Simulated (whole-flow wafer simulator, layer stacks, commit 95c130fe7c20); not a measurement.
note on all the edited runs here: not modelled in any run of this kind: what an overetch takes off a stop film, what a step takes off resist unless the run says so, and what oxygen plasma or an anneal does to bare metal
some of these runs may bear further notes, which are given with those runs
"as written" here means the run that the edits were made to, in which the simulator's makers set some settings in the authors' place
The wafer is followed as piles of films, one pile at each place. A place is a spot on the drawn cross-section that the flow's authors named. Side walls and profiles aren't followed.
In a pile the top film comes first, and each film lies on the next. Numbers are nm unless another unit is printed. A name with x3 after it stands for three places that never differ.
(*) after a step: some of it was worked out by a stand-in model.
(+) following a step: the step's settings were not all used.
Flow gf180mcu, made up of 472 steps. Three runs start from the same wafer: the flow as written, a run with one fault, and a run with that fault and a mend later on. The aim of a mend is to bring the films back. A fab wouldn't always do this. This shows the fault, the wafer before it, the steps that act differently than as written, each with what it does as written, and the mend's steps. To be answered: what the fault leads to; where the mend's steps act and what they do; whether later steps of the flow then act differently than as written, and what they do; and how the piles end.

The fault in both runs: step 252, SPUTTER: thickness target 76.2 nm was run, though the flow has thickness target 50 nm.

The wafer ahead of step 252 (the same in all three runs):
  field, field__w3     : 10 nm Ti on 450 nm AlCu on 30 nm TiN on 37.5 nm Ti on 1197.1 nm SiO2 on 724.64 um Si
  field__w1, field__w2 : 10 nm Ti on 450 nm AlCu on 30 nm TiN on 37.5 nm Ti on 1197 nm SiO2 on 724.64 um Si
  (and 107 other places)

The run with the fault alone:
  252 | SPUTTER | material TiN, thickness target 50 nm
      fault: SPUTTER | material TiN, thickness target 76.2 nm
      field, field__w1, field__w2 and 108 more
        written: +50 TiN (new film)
        fault: +76.2 TiN (new film)
  Later steps of the flow acting differently than as written (3 other steps are not shown; they differ only slightly, by no more than 2% or 0.5 nm, whichever is larger):
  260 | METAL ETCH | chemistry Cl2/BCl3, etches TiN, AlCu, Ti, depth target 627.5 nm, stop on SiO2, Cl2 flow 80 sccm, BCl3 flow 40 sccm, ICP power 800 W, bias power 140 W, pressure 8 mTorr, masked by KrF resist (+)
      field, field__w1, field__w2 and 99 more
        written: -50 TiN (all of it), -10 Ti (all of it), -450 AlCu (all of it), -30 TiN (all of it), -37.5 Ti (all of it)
        fault: -76.2 TiN (all of it), -10 Ti (all of it), -450 AlCu (all of it), -30 TiN (all of it), -37.5 Ti (all of it)
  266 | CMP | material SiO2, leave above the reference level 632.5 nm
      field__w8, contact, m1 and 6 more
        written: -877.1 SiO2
        fault: -903.3 SiO2
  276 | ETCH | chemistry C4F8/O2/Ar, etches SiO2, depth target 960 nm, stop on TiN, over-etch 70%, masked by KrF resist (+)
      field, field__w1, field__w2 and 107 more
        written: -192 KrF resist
        fault: -185.7 KrF resist
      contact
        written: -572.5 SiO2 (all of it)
        fault: -546.3 SiO2 (all of it)
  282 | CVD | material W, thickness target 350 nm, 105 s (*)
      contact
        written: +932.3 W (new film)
        fault: +905.8 W (new film)
  The piles end different from the flow's at field__w8, contact, m1 and 6 more by more than 2% or 0.5 nm, whichever is larger.
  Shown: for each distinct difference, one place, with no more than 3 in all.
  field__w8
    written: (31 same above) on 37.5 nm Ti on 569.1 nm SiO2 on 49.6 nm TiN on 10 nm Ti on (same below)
    fault: (31 same above) on 37.5 nm Ti on 542.9 nm SiO2 on 75.8 nm TiN on 10 nm Ti on (same below)
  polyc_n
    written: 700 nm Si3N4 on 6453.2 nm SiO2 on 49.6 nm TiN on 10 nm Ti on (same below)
    fault: 700 nm Si3N4 on 6427 nm SiO2 on 75.8 nm TiN on 10 nm Ti on (same below)
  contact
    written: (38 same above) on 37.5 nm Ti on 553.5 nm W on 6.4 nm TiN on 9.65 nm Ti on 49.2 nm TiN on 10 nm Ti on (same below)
    fault: (38 same above) on 37.5 nm Ti on 527.1 nm W on 6.5 nm TiN on 9.8 nm Ti on 75.4 nm TiN on 10 nm Ti on (same below)

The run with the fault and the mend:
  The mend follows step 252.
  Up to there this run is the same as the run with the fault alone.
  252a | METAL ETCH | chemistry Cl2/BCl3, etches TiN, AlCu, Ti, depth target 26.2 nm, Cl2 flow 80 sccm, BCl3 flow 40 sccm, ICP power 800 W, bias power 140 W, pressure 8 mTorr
      field, field__w1, field__w2 and 108 more
        -26.2 TiN
  Later steps of the flow that are run all act as written at every place that is followed.
  The piles end the same as the flow's at every place that both follow.
